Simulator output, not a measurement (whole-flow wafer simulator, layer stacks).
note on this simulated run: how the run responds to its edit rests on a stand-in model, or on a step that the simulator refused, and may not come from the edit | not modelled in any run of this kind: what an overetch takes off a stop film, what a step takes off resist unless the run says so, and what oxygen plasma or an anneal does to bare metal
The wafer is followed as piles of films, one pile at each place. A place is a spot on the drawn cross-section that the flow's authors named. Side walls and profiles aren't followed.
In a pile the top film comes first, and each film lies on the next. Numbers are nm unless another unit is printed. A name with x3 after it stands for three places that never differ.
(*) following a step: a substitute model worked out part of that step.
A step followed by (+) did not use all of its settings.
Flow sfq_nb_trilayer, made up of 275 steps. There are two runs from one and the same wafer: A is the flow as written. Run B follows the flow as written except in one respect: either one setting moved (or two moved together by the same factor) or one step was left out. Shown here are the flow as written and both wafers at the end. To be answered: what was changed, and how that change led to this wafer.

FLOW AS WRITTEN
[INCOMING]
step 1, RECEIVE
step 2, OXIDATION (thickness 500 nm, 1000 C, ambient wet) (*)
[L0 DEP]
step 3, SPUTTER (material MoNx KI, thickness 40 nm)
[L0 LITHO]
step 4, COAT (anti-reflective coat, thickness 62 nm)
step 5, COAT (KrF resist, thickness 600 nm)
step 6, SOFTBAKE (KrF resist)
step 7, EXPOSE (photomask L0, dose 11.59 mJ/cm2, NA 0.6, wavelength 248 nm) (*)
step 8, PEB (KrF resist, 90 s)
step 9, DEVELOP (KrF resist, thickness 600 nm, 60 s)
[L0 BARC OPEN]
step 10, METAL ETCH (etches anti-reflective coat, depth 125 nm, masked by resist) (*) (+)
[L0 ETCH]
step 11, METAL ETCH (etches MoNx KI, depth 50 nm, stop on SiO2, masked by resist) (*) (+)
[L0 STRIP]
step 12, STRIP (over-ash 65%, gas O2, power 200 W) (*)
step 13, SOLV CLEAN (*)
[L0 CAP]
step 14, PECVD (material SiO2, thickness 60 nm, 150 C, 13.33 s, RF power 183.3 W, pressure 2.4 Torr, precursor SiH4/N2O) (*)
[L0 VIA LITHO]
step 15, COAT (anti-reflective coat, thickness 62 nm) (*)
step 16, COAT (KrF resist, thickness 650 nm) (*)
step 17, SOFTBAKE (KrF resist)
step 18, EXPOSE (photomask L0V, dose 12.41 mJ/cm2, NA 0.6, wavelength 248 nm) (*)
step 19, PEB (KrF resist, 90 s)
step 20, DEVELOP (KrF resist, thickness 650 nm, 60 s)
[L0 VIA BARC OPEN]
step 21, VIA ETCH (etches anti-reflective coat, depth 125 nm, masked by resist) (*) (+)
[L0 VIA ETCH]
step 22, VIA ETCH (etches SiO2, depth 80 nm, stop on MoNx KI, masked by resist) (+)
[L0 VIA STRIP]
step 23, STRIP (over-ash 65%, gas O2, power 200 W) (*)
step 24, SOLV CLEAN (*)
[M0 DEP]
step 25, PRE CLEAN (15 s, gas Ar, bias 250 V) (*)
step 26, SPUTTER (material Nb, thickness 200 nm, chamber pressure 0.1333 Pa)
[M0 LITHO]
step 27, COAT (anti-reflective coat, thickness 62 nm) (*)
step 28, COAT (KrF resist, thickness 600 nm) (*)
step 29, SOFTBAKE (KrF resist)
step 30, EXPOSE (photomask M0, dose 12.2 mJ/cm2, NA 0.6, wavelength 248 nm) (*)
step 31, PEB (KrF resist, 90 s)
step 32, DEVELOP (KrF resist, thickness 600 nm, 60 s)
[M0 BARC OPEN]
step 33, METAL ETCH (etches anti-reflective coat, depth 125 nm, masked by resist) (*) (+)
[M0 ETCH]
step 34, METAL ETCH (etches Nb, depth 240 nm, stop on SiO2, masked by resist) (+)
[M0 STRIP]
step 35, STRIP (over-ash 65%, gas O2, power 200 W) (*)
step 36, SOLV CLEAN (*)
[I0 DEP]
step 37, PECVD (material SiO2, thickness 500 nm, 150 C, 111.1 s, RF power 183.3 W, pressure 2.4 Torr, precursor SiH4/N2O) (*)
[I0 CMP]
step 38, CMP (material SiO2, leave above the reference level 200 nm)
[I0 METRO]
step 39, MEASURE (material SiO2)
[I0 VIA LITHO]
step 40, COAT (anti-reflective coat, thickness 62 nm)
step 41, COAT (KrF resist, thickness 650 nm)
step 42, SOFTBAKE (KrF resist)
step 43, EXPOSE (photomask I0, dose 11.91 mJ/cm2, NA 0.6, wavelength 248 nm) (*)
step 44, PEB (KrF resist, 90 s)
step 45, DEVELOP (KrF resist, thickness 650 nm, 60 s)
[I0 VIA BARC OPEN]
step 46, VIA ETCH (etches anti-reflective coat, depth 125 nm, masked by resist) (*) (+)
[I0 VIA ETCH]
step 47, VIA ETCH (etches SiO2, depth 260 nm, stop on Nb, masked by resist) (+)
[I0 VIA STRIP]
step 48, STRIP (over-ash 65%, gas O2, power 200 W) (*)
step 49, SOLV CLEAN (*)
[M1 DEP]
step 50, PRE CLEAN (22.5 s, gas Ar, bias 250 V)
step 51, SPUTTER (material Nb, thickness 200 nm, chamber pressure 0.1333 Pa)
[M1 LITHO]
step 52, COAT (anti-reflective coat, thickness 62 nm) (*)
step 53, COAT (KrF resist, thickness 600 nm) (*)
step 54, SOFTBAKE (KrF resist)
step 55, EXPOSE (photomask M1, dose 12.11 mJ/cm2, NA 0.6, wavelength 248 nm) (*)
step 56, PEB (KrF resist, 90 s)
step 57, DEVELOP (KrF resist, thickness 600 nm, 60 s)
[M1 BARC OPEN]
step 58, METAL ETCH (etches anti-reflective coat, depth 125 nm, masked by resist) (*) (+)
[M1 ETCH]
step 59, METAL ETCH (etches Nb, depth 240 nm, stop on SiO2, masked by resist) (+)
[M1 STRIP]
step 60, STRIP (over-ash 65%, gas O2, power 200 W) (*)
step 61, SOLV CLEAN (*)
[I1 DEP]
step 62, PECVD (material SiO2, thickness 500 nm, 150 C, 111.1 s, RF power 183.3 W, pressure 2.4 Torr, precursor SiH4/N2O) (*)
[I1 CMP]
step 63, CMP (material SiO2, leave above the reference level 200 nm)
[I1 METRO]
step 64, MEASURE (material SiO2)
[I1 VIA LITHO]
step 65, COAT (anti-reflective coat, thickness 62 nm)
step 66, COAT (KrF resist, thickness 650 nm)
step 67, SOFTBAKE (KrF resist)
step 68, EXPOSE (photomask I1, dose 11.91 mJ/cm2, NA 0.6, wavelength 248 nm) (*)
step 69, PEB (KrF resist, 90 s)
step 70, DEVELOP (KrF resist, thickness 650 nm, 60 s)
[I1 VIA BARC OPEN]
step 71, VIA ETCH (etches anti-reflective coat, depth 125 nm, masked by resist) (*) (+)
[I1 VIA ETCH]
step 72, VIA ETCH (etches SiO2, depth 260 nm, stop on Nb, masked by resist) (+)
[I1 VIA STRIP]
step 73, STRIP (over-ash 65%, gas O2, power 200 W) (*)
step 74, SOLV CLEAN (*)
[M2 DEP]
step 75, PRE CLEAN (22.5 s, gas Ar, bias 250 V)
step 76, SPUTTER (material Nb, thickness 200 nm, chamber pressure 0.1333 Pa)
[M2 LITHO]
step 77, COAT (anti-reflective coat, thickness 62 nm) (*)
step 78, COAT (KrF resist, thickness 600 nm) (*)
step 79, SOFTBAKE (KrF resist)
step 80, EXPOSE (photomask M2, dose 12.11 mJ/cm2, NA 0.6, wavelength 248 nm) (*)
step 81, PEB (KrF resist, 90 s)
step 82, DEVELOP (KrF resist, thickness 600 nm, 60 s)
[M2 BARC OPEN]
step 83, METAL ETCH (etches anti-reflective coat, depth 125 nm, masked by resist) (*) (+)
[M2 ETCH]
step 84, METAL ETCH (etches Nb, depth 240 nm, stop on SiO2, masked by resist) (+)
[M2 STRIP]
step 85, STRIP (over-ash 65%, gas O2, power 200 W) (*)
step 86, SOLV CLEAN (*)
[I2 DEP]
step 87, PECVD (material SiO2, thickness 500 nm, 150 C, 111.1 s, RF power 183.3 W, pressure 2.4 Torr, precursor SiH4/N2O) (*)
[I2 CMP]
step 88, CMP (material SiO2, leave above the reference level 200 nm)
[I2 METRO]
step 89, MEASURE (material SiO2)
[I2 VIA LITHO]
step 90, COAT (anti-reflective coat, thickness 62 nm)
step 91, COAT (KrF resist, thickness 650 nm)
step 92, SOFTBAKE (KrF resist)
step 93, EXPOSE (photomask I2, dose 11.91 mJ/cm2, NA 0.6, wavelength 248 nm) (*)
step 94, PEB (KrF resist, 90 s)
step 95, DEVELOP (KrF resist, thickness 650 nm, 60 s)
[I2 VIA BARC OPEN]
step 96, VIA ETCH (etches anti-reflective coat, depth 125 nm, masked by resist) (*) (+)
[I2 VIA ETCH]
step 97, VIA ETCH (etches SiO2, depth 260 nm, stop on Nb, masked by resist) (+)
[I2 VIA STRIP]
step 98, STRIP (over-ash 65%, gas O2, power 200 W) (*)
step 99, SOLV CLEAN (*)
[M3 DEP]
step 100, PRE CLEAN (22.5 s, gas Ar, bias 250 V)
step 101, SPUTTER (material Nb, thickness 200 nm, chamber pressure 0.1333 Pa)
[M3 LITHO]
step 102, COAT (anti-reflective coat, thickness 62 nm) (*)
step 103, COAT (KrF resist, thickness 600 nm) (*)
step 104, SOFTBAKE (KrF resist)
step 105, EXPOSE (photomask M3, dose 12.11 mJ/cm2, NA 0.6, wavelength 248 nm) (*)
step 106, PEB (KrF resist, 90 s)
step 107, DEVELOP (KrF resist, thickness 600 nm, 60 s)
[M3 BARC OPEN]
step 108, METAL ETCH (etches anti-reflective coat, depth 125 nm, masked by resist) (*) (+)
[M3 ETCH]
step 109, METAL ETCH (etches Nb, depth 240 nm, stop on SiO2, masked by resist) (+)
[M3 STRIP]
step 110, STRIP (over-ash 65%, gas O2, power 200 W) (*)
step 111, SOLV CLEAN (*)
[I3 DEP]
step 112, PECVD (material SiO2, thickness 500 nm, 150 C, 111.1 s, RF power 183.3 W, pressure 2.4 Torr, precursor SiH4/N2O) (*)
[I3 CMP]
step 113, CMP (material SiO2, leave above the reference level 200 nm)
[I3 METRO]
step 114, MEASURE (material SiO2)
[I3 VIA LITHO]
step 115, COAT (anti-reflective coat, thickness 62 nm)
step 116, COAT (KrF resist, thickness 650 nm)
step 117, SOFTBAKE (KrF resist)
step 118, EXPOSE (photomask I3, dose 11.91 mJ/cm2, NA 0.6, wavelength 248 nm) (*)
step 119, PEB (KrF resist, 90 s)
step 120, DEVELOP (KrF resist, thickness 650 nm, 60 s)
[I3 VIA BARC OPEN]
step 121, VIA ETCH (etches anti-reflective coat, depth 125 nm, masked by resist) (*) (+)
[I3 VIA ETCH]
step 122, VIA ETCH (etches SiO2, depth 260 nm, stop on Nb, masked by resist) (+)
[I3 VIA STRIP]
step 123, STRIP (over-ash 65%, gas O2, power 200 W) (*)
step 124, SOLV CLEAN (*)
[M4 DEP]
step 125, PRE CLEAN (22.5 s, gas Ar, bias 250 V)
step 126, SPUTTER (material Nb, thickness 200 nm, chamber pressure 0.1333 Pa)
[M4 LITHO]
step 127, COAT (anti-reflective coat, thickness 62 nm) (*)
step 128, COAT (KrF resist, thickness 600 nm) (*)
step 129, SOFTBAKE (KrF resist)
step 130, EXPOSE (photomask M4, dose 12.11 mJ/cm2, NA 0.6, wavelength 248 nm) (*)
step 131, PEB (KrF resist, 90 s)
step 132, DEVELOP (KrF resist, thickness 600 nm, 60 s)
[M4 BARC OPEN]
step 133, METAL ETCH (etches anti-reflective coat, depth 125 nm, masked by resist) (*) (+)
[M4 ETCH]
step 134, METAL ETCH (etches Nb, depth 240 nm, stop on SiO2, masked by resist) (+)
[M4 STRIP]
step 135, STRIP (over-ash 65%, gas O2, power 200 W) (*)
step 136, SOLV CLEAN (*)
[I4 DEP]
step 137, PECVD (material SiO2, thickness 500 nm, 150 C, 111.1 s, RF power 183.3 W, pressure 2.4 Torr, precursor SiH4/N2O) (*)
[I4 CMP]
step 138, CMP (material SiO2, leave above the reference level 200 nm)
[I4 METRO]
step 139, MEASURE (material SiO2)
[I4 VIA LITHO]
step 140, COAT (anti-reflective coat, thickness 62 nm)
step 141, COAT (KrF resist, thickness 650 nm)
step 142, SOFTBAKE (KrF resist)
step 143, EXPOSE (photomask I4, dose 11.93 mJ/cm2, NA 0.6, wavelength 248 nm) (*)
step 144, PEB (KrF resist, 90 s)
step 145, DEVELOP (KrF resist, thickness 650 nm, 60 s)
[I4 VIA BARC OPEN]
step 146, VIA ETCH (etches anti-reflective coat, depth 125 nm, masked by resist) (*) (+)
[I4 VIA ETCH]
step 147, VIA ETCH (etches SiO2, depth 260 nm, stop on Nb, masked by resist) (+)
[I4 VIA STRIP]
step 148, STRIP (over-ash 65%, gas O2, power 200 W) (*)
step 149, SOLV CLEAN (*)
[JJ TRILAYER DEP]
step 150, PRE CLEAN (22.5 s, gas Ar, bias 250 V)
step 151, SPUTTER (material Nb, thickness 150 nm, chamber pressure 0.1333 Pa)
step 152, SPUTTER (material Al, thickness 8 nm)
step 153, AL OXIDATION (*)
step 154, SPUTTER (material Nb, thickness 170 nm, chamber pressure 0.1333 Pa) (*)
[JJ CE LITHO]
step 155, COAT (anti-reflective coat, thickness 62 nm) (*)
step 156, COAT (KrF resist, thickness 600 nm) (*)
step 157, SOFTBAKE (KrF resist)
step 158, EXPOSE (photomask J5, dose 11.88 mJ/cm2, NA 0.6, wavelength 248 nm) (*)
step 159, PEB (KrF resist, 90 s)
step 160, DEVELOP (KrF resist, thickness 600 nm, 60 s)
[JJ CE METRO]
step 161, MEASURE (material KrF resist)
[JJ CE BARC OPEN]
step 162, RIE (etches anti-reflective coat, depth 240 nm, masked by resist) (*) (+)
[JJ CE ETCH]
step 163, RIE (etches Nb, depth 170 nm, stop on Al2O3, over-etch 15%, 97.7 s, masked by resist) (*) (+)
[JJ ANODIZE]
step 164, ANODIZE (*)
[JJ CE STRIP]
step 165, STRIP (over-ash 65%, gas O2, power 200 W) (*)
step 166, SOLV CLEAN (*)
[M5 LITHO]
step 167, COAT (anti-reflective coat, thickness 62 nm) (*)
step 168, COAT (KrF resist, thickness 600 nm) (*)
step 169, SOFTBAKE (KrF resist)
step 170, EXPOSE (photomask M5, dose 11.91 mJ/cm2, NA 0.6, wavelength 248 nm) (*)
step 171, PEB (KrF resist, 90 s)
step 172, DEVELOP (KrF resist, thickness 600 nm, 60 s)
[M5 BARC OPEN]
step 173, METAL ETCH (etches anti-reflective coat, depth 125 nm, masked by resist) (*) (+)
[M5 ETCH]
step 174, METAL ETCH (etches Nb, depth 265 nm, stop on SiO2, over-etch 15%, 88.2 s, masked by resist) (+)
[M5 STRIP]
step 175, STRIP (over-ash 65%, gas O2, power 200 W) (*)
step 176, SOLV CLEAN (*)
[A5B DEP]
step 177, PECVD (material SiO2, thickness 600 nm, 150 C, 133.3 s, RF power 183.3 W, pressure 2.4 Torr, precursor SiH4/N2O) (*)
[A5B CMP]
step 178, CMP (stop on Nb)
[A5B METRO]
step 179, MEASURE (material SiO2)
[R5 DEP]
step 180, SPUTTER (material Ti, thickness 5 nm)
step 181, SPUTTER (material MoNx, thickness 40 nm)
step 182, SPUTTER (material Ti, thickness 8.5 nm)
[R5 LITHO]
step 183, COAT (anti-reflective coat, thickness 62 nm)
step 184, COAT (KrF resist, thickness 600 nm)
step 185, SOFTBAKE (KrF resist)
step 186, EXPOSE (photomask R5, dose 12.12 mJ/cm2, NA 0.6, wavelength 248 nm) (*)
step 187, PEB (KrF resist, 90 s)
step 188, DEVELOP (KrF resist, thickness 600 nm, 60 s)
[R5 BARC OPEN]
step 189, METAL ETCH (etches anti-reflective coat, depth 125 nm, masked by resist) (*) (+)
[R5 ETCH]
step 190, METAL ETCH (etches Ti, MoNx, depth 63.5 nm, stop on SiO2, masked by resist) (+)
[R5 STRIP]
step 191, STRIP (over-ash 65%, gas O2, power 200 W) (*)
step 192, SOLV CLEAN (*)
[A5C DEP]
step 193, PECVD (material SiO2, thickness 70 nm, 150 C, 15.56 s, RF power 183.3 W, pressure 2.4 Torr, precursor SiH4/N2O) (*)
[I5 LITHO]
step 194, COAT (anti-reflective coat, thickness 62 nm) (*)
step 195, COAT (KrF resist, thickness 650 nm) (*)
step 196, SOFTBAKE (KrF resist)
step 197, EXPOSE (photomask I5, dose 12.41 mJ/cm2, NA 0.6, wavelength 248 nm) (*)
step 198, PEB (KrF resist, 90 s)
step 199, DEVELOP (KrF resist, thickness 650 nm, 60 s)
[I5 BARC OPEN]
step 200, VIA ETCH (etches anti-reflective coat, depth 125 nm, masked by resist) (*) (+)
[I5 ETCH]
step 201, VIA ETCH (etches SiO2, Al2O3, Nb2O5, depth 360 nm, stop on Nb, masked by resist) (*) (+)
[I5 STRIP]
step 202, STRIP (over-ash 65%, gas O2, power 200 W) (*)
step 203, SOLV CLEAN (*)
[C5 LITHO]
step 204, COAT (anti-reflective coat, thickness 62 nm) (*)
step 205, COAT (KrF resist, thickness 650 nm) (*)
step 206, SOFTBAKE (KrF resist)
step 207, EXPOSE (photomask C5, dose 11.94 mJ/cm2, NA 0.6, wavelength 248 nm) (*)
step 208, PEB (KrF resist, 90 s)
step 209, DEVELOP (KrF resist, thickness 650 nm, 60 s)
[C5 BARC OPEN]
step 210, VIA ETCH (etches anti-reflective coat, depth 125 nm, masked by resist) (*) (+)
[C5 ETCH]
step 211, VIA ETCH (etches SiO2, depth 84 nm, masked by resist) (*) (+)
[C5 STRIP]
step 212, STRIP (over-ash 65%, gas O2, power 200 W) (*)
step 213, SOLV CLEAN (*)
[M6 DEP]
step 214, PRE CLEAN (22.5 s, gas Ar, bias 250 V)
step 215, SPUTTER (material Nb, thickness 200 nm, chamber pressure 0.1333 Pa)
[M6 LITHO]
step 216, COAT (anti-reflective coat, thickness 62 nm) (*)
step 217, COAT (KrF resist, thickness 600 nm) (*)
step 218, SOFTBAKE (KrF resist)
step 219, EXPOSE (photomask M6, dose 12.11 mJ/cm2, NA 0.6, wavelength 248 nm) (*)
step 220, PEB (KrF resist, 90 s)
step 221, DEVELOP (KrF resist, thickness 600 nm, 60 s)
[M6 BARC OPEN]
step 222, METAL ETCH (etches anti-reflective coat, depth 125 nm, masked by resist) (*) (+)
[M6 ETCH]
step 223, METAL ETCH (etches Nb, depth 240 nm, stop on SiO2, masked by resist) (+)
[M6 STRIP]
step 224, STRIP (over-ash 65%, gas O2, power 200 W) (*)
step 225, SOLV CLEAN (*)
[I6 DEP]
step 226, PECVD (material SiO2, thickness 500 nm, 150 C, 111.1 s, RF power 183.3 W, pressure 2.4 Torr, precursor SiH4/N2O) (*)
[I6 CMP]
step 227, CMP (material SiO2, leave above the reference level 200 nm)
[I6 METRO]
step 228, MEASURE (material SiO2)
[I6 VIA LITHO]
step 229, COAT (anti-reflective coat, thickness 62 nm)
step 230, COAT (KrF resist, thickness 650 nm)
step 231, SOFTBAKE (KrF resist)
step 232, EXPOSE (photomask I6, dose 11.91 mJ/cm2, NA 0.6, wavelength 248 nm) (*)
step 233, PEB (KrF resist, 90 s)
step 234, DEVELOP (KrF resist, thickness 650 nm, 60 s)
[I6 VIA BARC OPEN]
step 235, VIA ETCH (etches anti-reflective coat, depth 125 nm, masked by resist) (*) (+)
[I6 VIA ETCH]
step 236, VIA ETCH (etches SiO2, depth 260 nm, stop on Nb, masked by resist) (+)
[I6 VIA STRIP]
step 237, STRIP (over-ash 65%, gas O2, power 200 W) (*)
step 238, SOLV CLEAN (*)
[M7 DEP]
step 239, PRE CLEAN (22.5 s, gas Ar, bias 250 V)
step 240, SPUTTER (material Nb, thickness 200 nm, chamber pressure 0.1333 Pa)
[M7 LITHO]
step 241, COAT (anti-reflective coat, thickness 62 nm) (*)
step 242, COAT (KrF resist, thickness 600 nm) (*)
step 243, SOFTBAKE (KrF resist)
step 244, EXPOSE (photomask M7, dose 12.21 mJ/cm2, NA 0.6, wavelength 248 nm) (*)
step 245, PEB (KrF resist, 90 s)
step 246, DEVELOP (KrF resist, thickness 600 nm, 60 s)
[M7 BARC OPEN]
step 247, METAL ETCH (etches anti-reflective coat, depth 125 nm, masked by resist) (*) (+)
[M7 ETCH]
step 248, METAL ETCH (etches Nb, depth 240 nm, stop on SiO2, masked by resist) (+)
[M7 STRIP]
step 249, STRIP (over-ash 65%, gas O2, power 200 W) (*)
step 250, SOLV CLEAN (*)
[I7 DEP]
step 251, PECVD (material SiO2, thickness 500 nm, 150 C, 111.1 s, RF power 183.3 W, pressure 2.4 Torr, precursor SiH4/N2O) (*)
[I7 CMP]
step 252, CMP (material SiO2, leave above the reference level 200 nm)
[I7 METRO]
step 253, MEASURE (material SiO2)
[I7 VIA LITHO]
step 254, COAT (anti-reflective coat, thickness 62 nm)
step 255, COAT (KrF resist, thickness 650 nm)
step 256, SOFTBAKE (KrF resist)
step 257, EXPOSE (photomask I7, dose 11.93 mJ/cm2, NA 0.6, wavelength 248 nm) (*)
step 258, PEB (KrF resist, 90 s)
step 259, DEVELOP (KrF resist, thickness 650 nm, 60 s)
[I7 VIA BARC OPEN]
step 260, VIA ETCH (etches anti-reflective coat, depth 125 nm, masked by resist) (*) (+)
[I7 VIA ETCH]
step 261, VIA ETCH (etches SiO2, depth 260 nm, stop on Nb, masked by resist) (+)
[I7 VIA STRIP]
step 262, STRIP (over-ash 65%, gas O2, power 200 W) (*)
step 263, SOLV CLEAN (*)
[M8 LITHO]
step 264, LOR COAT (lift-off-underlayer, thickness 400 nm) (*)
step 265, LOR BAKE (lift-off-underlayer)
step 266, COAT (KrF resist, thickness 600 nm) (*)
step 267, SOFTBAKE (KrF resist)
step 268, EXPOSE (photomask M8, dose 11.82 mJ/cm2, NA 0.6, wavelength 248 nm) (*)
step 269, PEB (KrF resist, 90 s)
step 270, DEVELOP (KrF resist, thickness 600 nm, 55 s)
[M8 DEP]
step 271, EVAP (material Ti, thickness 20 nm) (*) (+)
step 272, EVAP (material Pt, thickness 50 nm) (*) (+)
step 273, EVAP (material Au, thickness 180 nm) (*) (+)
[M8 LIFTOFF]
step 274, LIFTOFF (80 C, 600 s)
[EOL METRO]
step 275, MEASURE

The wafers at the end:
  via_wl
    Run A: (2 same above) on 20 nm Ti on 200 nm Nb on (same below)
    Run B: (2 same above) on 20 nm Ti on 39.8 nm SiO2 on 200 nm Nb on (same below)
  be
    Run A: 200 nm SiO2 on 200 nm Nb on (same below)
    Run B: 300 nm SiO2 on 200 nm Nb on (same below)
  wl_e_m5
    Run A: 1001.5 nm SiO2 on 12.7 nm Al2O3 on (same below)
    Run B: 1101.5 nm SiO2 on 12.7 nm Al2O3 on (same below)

What caused this: step 252, CMP: leave above the reference level 300 nm was run, though the flow has leave above the reference level 200 nm.
One can read it off the wafer: be has SiO2 300, and step 252 as written asks for 200 nm.

Step by step, how the change led to this:
  step 252, CMP (material SiO2, leave above the reference level 200 nm)
      field_l, p4_fl, p4_fm and 56 more: A SiO2 loses 100 | B nothing
      field_r, lsp_l: A SiO2 loses 77.7 | B nothing
      (also at 45 further places)
  step 254, COAT (anti-reflective coat, thickness 62 nm)
      moat: A anti-reflective coat gains 62 (new film) | B anti-reflective coat gains 60.1 (new film)
      field_r: A anti-reflective coat gains 62 (new film) | B anti-reflective coat gains 70.3 (new film)
      (also at 4 further places)
  step 261, VIA ETCH (etches SiO2, depth 260 nm, stop on Nb, masked by resist) (+)
      via_wl, via_w, via_wr: A SiO2 loses 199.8 (all of it) | B SiO2 loses 260
  step 262, STRIP (over-ash 65%, gas O2, power 200 W) (*)
      moat: A KrF resist loses 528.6 (all of it), anti-reflective coat loses 62 (all of it) | B KrF resist loses 527.1 (all of it), anti-reflective coat loses 60.1 (all of it)
      field_r: A KrF resist loses 528.6 (all of it), anti-reflective coat loses 62 (all of it) | B KrF resist loses 537.2 (all of it), anti-reflective coat loses 70.3 (all of it)
      (also at 4 further places)
  step 264, LOR COAT (lift-off-underlayer, thickness 400 nm) (*)
      via_wl, via_wr: A lift-off-underlayer gains 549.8 (new film) | B lift-off-underlayer gains 594.7 (new film)
      v_sur: A lift-off-underlayer gains 369.4 (new film) | B lift-off-underlayer gains 360.1 (new film)
      (also at 3 further places)
  step 270, DEVELOP (KrF resist, thickness 600 nm, 55 s)
      v_sur: A KrF resist loses 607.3 (all of it), lift-off-underlayer loses 369.4 (all of it) | B KrF resist loses 609.8 (all of it), lift-off-underlayer loses 360.1 (all of it)
      via_wl: A KrF resist loses 623.9 (all of it), lift-off-underlayer loses 549.8 (all of it) | B KrF resist loses 631.3 (all of it), lift-off-underlayer loses 594.7 (all of it)
      (also at 2 further places)
  step 274, LIFTOFF (80 C, 600 s)
      field_r: A Au loses 180 (all of it), Pt loses 50 (all of it), Ti loses 20 (all of it), KrF resist loses 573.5 (all of it), lift-off-underlayer loses 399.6 (all of it) | B Au loses 180 (all of it), Pt loses 50 (all of it), Ti loses 20 (all of it), KrF resist loses 576.4 (all of it), lift-off-underlayer loses 414.5 (all of it)
      lsp_l: A Au loses 180 (all of it), Pt loses 50 (all of it), Ti loses 20 (all of it), KrF resist loses 573.4 (all of it), lift-off-underlayer loses 399.6 (all of it) | B Au loses 180 (all of it), Pt loses 50 (all of it), Ti loses 20 (all of it), KrF resist loses 576.9 (all of it), lift-off-underlayer loses 413.7 (all of it)
If metal films that touch count as one body, via_wl has 8 bodies (between them, from the top down: SiO2 39.8; SiO2 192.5; SiO2 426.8 / Al2O3 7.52 / Nb2O5 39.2; SiO2 192.5; SiO2 192.5; SiO2 192.5; SiO2 192.5); the flow as written gives 7 bodies (between them, from the top down: SiO2 192.5; SiO2 426.8 / Al2O3 7.52 / Nb2O5 39.2; SiO2 192.5; SiO2 192.5; SiO2 192.5; SiO2 192.5).
